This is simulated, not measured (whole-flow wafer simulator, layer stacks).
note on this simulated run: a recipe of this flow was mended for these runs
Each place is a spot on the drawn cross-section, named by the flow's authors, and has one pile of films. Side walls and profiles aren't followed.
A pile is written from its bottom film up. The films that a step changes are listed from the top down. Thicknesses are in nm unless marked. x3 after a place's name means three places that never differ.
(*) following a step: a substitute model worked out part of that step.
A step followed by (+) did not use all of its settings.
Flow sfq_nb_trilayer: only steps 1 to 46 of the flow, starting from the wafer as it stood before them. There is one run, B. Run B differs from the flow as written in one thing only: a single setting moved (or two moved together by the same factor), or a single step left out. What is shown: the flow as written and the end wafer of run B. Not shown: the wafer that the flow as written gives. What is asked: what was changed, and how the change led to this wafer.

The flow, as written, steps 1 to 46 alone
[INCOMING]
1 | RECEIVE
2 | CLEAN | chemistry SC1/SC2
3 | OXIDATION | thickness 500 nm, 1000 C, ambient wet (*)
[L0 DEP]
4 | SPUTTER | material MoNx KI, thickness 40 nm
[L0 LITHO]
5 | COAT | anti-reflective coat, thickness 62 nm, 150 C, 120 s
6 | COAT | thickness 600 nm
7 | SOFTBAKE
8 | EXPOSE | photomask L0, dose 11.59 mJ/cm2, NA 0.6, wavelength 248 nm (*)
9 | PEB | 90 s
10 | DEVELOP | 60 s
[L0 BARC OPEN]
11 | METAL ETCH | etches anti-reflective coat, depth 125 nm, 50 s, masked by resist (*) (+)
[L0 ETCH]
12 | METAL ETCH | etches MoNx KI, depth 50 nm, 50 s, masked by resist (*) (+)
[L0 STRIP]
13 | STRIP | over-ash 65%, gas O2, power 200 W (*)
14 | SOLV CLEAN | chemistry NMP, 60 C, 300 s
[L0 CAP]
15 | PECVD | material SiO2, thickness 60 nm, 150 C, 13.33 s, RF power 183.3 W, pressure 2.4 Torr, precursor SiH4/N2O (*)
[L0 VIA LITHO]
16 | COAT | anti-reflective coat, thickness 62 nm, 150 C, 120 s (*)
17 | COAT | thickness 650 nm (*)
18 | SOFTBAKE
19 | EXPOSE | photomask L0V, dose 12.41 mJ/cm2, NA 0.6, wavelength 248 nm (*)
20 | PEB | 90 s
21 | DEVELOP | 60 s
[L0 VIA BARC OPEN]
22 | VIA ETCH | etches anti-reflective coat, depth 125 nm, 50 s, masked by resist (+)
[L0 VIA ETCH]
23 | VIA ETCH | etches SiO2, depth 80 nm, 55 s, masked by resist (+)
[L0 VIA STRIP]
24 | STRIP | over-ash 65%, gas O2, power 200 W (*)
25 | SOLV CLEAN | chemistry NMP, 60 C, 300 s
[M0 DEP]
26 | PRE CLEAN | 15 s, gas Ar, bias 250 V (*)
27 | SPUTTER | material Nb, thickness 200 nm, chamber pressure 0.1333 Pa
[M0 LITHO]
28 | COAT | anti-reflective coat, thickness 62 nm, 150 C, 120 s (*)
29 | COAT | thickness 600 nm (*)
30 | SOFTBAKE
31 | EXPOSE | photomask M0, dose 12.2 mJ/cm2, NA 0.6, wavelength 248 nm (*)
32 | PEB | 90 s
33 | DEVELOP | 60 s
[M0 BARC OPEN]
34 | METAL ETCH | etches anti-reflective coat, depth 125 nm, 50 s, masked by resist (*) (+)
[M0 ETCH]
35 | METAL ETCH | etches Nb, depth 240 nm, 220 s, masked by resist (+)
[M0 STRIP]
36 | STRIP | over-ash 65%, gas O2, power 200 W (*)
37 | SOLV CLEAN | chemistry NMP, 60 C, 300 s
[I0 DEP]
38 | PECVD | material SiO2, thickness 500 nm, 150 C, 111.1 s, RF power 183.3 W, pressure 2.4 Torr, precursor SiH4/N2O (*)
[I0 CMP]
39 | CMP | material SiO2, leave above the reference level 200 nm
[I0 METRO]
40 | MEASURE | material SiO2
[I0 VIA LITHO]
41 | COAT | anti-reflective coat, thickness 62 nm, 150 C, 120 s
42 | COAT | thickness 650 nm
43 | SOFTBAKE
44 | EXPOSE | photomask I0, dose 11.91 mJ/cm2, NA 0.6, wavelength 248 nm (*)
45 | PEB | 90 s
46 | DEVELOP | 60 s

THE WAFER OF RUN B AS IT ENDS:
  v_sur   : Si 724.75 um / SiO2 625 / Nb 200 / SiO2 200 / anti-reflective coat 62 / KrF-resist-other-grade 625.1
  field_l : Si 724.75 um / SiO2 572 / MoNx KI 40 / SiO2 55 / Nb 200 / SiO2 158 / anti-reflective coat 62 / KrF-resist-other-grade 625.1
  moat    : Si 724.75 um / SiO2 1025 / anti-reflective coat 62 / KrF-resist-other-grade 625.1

The reason: step 3, OXIDATION: thickness 572 nm was run, though the flow has thickness 500 nm.
The wafer lets one read it off: field_l has SiO2 572, and step 3 as written asks for 500 nm.

How this came from the change, step by step:
  3 | OXIDATION | thickness 500 nm, 1000 C, ambient wet (*)
      field_l, v_sur, via_wl and 103 more: +572 SiO2 (new film), -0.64 chemical SiO2 (all of it), -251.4 Si (in the flow as written it would be: +500 SiO2 (new film), -0.64 chemical SiO2 (all of it), -219.7 Si)
